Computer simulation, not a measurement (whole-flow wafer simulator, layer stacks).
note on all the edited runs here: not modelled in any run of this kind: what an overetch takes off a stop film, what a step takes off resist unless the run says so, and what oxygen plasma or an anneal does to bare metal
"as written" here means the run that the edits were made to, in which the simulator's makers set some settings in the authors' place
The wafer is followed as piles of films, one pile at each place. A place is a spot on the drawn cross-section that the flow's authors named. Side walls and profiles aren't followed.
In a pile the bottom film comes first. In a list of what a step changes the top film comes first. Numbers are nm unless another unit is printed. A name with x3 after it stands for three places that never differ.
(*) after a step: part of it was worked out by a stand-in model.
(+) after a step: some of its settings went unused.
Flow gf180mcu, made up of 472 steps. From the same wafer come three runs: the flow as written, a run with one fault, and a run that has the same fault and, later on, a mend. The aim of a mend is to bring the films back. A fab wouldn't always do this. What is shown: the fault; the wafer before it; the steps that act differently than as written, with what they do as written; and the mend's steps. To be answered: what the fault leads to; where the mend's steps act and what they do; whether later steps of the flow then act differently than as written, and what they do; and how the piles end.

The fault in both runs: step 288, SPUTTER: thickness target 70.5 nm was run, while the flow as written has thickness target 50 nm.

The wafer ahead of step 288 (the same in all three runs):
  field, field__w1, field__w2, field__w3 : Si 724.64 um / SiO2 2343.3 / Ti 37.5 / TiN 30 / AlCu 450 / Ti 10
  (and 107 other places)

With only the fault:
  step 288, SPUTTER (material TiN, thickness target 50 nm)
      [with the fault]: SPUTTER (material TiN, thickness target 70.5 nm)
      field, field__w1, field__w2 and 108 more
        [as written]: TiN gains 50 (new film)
        [with the fault]: TiN gains 70.5 (new film)
  Steps later in the flow that act otherwise than as written (3 other steps are not shown; they differ only slightly, by no more than 2% or 0.5 nm, whichever is larger):
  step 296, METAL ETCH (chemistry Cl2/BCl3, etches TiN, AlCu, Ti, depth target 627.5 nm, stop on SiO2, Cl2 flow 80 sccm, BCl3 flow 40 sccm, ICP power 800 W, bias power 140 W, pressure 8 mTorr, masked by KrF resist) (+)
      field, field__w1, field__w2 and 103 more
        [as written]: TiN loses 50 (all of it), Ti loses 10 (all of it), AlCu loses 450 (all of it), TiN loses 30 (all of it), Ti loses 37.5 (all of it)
        [with the fault]: TiN loses 70.5 (all of it), Ti loses 10 (all of it), AlCu loses 450 (all of it), TiN loses 30 (all of it), Ti loses 37.5 (all of it)
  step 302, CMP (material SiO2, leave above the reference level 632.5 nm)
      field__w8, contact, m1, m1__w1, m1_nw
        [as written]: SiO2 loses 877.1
        [with the fault]: SiO2 loses 897.6
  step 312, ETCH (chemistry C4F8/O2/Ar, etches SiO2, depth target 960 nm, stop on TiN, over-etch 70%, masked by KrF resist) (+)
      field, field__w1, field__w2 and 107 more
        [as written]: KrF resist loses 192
        [with the fault]: KrF resist loses 187.7
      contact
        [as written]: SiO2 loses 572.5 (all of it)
        [with the fault]: SiO2 loses 552 (all of it)
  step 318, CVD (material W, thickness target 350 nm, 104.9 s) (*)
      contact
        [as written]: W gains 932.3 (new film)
        [with the fault]: W gains 911.6 (new film)
  At field__w8, contact, m1, m1__w1, m1_nw, the piles at the end differ from the flow's by more than 2% or 0.5 nm, whichever is larger.
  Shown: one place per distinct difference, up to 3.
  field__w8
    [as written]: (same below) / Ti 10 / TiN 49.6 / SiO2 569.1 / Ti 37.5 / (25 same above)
    [with the fault]: (same below) / Ti 10 / TiN 70.1 / SiO2 548.6 / Ti 37.5 / (25 same above)
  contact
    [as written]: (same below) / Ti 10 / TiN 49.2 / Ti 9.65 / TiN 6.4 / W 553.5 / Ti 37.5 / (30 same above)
    [with the fault]: (same below) / Ti 10 / TiN 69.7 / Ti 9.77 / TiN 6.48 / W 532.8 / Ti 37.5 / (30 same above)

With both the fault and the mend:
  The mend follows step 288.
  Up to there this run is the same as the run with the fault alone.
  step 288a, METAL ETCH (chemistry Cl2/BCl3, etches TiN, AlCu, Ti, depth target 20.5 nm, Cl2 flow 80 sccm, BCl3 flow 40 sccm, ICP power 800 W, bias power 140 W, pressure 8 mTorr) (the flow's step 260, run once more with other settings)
      field, field__w1, field__w2 and 108 more
        TiN loses 20.5
  Later steps of the flow that are run all act as written at every place that is followed.
  By the end, the piles equal the flow's at every place that both follow.
